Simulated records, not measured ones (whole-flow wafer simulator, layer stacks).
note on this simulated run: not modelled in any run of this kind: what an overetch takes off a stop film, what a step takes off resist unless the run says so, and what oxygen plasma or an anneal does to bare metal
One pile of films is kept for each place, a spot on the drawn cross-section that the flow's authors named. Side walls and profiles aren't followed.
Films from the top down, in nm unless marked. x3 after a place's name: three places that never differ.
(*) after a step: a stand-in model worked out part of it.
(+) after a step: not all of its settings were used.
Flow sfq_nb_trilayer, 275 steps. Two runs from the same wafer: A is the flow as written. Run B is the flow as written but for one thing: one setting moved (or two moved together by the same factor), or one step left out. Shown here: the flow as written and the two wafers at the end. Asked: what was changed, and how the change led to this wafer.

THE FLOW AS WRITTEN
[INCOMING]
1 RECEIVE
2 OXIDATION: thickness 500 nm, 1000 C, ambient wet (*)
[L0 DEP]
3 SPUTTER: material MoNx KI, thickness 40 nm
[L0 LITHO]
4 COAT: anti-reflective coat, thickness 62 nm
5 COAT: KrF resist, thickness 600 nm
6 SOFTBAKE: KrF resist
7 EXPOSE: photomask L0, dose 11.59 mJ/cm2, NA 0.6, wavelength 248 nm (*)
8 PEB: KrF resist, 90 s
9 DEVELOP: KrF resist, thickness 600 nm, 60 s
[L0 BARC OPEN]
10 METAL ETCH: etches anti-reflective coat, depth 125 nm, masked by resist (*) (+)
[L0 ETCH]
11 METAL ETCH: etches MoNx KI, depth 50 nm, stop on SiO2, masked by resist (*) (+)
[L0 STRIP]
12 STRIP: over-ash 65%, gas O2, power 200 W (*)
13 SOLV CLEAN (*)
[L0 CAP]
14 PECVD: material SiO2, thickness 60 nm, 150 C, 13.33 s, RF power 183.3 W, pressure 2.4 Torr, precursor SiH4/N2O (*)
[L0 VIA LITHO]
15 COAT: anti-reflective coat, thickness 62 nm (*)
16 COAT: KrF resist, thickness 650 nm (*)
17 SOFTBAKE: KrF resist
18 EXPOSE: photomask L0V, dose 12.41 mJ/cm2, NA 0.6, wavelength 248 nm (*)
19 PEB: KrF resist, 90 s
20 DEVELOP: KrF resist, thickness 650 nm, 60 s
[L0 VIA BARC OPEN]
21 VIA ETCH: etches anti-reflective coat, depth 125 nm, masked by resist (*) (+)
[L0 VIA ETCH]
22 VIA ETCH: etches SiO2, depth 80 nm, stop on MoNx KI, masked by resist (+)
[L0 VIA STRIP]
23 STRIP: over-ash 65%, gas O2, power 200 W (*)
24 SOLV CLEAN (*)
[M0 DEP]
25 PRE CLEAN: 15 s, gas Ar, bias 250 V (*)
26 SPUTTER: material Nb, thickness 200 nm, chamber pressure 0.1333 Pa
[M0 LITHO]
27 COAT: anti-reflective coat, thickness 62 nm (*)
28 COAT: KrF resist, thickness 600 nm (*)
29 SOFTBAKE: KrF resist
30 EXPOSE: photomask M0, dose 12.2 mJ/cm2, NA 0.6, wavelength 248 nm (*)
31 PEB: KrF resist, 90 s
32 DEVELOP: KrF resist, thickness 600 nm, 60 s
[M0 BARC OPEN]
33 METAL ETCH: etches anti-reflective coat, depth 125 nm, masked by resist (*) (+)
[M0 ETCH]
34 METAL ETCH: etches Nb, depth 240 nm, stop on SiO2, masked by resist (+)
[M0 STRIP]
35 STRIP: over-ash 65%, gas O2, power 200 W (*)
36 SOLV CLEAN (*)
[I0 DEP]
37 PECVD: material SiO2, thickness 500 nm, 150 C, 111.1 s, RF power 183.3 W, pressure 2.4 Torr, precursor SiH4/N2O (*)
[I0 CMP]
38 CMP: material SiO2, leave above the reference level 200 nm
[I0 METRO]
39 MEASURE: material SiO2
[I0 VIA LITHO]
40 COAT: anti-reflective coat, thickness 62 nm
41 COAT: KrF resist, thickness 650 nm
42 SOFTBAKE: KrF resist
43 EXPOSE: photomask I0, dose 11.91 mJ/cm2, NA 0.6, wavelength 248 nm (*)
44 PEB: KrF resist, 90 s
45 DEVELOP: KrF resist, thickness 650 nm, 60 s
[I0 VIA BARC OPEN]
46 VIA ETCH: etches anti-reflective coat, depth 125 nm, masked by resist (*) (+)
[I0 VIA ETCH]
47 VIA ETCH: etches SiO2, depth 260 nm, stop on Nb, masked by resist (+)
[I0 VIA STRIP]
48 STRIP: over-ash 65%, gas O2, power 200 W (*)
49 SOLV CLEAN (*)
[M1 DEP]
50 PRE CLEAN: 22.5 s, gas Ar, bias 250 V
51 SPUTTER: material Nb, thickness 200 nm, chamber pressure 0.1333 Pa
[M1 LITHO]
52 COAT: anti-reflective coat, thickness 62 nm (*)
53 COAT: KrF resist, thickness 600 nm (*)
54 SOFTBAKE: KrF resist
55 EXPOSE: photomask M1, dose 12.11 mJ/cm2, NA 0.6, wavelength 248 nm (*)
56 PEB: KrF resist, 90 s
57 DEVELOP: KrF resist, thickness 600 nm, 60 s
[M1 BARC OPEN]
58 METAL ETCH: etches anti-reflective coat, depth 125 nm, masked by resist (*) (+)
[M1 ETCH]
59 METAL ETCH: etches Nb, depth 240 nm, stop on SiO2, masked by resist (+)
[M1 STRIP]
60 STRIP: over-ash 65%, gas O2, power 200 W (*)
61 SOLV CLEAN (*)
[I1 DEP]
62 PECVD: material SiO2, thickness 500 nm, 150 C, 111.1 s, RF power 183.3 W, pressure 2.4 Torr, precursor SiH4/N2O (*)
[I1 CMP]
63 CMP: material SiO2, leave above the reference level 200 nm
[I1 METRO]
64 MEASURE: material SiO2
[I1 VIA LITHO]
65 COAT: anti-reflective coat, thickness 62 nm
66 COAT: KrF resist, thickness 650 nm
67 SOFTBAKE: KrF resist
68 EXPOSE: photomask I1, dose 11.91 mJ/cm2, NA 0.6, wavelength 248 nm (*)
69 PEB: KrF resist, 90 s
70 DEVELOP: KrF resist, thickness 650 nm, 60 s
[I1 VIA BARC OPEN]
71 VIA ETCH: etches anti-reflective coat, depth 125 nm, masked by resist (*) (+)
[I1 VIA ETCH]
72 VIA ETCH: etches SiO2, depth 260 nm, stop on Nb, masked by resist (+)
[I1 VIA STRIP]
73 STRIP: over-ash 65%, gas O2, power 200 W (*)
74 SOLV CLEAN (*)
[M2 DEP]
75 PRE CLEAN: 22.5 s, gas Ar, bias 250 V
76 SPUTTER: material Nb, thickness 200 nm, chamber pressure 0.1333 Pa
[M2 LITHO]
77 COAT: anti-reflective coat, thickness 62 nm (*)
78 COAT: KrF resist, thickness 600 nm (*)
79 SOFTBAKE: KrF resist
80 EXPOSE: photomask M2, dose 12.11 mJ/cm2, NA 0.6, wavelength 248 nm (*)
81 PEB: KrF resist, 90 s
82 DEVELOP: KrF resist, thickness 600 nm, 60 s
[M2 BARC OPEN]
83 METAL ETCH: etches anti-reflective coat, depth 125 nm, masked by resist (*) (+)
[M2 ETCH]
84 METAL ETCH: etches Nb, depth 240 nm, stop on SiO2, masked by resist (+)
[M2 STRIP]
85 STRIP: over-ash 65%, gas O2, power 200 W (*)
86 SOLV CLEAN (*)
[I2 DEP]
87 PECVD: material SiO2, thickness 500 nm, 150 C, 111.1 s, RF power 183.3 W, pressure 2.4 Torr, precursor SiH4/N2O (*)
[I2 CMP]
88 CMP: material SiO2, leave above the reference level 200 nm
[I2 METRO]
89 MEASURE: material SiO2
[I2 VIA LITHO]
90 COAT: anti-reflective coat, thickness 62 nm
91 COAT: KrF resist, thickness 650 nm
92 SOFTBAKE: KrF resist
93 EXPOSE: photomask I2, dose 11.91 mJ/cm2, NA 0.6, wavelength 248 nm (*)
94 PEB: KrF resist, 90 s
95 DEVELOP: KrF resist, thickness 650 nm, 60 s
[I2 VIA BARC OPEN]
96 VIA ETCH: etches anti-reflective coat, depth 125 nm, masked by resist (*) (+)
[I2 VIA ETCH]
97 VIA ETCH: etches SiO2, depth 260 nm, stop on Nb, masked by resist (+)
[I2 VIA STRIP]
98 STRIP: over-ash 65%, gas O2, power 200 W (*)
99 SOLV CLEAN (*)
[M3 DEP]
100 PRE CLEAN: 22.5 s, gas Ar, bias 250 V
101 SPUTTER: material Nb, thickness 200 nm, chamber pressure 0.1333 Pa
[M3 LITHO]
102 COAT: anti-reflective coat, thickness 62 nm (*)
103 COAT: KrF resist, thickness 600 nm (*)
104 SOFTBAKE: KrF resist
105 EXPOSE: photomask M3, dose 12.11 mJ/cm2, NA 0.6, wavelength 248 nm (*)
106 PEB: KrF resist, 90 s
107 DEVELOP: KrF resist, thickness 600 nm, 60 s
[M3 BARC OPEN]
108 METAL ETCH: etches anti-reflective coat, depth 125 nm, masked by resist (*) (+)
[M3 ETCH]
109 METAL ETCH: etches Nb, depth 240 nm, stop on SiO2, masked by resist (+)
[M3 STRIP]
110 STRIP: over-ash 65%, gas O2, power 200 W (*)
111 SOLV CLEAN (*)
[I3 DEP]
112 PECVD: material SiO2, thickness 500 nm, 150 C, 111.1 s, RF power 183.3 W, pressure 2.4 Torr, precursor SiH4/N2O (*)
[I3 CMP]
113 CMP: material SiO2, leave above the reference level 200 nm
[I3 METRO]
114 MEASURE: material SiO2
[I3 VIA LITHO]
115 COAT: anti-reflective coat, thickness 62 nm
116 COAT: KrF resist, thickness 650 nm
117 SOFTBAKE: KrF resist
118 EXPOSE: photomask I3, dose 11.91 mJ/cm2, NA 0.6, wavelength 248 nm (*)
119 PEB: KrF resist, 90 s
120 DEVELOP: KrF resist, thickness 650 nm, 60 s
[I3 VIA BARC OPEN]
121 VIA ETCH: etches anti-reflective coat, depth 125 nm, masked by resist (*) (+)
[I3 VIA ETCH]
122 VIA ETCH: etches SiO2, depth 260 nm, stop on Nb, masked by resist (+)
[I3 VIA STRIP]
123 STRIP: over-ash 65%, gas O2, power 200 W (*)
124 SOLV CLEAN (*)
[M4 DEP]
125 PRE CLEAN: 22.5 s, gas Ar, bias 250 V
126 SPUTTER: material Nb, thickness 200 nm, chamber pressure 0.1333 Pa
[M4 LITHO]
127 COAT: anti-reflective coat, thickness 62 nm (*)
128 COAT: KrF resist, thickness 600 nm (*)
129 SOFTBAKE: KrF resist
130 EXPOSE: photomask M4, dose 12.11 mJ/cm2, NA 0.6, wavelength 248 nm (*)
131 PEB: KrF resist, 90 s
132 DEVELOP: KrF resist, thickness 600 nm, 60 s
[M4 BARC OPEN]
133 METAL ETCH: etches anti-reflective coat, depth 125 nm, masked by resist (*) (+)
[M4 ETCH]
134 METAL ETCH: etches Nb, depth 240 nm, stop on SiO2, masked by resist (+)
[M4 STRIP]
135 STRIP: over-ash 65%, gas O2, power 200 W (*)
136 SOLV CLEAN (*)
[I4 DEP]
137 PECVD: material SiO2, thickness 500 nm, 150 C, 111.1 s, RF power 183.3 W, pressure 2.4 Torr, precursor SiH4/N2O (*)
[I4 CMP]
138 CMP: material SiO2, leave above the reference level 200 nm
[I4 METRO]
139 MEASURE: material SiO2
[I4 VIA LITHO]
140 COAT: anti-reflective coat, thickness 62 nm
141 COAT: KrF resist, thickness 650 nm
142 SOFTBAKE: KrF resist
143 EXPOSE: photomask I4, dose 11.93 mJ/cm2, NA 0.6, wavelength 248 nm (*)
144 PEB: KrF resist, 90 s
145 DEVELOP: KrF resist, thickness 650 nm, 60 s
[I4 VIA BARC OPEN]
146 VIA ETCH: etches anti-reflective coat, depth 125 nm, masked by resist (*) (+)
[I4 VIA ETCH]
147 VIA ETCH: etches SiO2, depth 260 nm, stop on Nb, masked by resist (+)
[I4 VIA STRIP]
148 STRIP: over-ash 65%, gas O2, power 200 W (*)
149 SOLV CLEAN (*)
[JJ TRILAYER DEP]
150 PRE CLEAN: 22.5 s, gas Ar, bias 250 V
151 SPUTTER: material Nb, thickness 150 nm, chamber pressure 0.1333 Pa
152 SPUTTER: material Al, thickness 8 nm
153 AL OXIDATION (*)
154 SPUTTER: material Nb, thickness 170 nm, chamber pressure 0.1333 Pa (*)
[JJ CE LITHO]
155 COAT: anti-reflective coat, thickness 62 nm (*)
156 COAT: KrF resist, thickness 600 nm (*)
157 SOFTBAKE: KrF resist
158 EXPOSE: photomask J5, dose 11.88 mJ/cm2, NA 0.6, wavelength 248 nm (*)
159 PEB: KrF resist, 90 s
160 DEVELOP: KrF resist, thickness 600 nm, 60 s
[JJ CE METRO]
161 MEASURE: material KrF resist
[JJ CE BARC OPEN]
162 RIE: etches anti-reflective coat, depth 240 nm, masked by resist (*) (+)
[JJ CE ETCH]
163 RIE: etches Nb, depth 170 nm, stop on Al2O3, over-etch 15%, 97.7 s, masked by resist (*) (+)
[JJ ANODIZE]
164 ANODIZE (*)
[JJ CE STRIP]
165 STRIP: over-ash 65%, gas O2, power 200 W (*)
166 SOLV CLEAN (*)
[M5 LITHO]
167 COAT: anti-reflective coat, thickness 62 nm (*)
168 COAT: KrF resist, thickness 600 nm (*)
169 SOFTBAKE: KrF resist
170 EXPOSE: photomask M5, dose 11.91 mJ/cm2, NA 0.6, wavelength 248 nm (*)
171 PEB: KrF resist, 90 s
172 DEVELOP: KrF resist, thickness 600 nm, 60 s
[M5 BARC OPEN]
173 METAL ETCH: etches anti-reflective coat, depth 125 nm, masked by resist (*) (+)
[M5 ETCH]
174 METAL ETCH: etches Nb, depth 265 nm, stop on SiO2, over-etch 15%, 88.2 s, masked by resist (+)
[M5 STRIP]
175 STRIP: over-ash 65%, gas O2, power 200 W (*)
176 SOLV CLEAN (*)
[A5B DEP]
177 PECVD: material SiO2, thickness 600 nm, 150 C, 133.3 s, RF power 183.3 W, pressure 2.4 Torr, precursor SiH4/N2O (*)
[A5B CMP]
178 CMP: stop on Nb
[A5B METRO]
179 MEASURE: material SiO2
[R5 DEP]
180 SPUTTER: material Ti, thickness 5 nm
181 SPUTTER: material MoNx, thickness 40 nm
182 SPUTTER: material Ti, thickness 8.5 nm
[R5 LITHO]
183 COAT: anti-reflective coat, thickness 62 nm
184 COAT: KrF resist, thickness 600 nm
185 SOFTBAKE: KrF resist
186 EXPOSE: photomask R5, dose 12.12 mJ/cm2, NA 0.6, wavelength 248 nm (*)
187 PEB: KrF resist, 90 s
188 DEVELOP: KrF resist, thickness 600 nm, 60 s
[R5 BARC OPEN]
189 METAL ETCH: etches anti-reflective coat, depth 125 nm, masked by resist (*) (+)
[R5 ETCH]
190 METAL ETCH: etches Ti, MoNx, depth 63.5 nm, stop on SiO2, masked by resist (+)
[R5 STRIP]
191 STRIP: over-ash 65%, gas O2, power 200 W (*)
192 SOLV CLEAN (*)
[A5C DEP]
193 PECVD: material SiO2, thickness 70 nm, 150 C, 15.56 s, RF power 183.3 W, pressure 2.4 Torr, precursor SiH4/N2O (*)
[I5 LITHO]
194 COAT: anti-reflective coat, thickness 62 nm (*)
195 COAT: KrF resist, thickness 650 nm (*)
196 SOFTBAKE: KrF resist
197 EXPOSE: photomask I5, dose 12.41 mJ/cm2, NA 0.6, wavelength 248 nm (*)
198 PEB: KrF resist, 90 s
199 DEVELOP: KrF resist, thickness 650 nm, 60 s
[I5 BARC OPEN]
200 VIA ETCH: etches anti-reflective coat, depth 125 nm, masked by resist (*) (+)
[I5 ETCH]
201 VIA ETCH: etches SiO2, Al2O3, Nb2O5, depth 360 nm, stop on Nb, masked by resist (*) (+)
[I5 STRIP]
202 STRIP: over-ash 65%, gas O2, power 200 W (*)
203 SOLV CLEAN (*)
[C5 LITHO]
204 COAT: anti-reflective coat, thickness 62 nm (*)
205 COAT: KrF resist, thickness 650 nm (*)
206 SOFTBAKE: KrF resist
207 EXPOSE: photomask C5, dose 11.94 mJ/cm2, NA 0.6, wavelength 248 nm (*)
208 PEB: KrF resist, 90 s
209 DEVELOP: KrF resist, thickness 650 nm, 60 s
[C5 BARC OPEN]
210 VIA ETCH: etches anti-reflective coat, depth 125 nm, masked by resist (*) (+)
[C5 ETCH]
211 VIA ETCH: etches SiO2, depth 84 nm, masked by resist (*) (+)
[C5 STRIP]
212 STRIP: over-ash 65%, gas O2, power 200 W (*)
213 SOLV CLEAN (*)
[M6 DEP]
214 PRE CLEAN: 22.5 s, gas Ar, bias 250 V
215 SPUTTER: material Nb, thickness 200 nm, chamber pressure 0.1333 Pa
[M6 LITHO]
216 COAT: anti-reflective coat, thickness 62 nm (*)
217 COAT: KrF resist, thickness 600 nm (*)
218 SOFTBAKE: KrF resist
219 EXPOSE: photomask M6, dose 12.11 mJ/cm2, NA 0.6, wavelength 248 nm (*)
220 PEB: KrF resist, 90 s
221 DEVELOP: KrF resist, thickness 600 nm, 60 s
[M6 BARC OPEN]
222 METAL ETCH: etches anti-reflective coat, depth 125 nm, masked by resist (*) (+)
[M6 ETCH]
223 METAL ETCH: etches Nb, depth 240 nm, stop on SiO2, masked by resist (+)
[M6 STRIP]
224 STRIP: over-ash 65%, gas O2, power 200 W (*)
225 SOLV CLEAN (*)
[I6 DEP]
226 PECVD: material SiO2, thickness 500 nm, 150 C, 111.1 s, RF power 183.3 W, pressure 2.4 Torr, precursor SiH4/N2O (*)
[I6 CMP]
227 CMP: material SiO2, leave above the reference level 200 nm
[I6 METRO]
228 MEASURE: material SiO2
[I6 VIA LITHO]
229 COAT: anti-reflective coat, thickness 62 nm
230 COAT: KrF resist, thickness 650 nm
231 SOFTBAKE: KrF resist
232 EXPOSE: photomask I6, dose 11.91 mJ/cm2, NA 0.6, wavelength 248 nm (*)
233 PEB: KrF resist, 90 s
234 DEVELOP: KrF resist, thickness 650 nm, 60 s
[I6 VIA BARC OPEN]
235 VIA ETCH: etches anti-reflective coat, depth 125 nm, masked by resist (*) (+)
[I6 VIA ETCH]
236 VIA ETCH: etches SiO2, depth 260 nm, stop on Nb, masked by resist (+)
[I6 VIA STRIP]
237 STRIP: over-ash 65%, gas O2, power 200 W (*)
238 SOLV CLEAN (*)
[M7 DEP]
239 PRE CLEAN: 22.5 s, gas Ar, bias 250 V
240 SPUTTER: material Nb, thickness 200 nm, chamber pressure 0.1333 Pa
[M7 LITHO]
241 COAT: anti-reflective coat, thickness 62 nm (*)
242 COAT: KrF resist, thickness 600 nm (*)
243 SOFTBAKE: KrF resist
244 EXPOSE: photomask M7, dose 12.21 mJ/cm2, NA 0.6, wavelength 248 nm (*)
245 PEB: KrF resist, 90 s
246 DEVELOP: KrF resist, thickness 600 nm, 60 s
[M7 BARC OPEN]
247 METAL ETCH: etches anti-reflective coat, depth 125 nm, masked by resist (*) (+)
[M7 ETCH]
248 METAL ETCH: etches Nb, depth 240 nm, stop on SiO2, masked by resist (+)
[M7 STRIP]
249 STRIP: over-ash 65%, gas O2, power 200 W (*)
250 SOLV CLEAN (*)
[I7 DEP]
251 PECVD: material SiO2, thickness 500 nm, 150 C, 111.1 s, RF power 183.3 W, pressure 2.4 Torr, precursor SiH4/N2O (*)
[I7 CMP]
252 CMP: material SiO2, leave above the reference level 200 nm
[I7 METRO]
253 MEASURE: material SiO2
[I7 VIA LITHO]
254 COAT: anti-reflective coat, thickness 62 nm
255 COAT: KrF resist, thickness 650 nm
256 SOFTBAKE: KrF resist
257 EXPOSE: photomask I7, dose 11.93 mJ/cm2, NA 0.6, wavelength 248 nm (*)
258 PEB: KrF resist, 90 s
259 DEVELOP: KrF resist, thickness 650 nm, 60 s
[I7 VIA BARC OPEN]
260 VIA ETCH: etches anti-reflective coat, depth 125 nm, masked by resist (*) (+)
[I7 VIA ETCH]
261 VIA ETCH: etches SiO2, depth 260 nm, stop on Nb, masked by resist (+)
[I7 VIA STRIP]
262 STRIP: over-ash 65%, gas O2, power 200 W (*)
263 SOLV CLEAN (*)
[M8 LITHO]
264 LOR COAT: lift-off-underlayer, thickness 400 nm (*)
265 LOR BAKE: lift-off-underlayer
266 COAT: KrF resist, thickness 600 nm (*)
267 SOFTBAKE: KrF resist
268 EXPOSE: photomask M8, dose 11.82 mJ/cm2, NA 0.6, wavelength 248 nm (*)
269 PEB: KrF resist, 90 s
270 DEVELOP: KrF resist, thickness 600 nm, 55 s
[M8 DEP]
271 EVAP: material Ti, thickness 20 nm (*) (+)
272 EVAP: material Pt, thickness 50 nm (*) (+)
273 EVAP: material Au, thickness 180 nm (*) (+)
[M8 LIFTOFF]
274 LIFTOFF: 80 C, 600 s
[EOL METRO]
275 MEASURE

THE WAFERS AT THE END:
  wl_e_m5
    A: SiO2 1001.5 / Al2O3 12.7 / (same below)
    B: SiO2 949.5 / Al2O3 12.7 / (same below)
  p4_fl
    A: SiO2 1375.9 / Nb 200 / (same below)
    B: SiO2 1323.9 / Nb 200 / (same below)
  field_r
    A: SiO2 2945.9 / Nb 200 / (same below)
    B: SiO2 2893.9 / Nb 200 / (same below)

The cause: step 227, CMP: leave above the reference level 148 nm was run, where the flow has leave above the reference level 200 nm.

How the change led to this, step by step:
  227 CMP: material SiO2, leave above the reference level 200 nm
      field_l, p4_fl, p4_fm and 59 more: A SiO2 -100 | B SiO2 -152
      v_sur, via_wl, via_w and 15 more: A SiO2 -300 | B SiO2 -352
      (and at 26 more places)
  236 VIA ETCH: etches SiO2, depth 260 nm, stop on Nb, masked by resist (+)
      field_l, v_sur, via_wl and 102 more: A KrF resist -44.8 | B KrF resist -38.2
      via_v: A SiO2 -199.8 (all of it) | B SiO2 -147.8 (all of it)
  240 SPUTTER: material Nb, thickness 200 nm, chamber pressure 0.1333 Pa
      via_v: A Nb +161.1 | B Nb +173.7
  241 COAT: anti-reflective coat, thickness 62 nm (*)
      via_v: A anti-reflective coat +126 (new film) | B anti-reflective coat +113.1 (new film)
  242 COAT: KrF resist, thickness 600 nm (*)
      via_v: A KrF resist +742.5 (new film) | B KrF resist +699.3 (new film)
  249 STRIP: over-ash 65%, gas O2, power 200 W (*)
      via_v: A KrF resist -524.5 (all of it), anti-reflective coat -126 (all of it) | B KrF resist -481.4 (all of it), anti-reflective coat -113.1 (all of it)
  251 PECVD: material SiO2, thickness 500 nm, 150 C, 111.1 s, RF power 183.3 W, pressure 2.4 Torr, precursor SiH4/N2O (*)
      via_v: A SiO2 +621 (new film) | B SiO2 +530.3 (new film)
  252 CMP: material SiO2, leave above the reference level 200 nm
      via_v: A SiO2 -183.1 | B SiO2 -157.1
